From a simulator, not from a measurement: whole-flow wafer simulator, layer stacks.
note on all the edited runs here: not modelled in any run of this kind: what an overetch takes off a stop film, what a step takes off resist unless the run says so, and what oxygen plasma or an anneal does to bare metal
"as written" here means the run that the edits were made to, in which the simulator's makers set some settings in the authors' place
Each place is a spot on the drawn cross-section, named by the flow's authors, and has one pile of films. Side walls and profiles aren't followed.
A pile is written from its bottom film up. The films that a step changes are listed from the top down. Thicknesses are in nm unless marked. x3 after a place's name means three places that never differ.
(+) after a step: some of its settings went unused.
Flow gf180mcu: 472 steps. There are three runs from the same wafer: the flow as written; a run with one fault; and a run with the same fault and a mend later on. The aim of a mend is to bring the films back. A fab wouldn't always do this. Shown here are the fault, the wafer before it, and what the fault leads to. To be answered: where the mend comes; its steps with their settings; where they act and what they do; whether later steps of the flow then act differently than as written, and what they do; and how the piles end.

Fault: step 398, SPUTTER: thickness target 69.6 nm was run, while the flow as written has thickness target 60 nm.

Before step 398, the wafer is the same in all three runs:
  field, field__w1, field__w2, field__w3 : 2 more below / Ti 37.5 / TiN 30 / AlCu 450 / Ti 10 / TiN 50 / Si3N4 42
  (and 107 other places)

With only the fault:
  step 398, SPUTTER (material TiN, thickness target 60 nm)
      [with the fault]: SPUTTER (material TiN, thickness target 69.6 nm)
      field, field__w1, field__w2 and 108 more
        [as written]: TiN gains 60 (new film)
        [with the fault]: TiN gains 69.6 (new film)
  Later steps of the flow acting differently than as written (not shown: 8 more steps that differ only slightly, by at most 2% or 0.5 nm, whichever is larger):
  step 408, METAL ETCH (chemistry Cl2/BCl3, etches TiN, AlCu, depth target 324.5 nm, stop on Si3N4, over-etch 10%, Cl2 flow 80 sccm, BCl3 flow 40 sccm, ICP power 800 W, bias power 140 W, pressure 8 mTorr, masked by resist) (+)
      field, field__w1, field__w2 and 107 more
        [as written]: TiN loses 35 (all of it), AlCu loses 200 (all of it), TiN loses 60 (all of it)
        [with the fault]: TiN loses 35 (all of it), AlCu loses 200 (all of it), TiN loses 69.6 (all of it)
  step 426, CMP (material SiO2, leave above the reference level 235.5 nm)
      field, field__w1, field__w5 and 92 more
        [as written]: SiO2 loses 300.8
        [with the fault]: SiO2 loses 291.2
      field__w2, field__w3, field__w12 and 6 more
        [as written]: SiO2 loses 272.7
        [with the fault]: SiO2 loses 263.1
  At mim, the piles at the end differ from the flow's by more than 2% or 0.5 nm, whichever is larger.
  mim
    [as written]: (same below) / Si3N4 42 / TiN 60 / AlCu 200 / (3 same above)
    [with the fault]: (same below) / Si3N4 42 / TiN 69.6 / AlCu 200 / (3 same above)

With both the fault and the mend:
  The mend stands after step 398.
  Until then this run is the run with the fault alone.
  step 398a, METAL ETCH (chemistry Cl2/BCl3, etches TiN, AlCu, Ti, depth target 9.6 nm, Cl2 flow 80 sccm, BCl3 flow 40 sccm, ICP power 800 W, bias power 140 W, pressure 8 mTorr) (a further turn of the flow's step 260, with different settings)
      field, field__w1, field__w2 and 108 more
        TiN loses 9.6
  Every later step of the flow that is run acts as written at every place that is followed.
  By the end, the piles equal the flow's at every place that both follow.
